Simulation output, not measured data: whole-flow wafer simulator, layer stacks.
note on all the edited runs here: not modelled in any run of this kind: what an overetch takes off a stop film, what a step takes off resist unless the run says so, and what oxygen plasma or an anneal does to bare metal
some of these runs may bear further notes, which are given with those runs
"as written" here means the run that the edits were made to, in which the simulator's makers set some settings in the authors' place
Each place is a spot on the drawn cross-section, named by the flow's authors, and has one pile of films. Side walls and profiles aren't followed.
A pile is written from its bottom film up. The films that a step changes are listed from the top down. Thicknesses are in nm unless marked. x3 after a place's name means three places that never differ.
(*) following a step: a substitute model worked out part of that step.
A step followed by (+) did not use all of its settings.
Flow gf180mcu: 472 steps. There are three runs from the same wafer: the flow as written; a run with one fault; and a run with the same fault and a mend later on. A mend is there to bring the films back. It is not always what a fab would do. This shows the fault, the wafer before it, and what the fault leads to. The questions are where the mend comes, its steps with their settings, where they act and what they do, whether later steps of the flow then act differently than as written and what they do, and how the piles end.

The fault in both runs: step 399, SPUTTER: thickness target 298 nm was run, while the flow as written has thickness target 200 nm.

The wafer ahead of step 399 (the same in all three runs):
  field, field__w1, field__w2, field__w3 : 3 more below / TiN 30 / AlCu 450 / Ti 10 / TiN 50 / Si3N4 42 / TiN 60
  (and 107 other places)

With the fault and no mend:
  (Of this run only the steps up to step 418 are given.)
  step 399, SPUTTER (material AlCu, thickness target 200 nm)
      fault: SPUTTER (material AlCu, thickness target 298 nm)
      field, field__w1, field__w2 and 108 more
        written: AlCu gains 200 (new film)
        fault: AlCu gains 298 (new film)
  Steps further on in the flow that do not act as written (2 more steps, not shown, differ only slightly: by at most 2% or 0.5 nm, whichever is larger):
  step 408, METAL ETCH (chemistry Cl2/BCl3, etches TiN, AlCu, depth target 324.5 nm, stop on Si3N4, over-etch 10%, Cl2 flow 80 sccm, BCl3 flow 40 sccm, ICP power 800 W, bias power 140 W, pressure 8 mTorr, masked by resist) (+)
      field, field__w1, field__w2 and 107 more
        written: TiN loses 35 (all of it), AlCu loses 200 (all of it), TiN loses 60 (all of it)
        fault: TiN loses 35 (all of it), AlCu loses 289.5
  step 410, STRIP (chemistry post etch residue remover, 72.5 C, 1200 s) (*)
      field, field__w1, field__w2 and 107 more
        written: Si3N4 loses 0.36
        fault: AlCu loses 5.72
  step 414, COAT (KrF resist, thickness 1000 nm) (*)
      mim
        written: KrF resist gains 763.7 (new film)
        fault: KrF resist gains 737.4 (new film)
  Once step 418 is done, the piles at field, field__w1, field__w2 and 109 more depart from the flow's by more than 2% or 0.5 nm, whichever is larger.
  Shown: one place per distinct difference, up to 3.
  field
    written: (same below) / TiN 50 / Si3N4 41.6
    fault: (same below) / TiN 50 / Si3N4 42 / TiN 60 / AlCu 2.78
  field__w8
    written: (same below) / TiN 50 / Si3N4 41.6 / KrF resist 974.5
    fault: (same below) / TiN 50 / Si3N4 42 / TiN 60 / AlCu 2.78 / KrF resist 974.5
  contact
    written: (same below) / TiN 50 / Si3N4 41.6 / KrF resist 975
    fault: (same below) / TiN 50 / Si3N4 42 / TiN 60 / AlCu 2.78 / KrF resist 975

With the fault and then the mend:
  After step 399 comes the mend.
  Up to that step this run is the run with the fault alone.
  step 399a, METAL ETCH (chemistry Cl2/BCl3, etches TiN, AlCu, Ti, depth target 98 nm, Cl2 flow 80 sccm, BCl3 flow 40 sccm, ICP power 800 W, bias power 140 W, pressure 8 mTorr) (the flow's step 260 again, with other settings)
      field, field__w1, field__w2 and 108 more
        AlCu loses 98
  Later steps of the flow that are run all act as written at every place that is followed.
  The piles end the same as the flow's at every place that both follow.
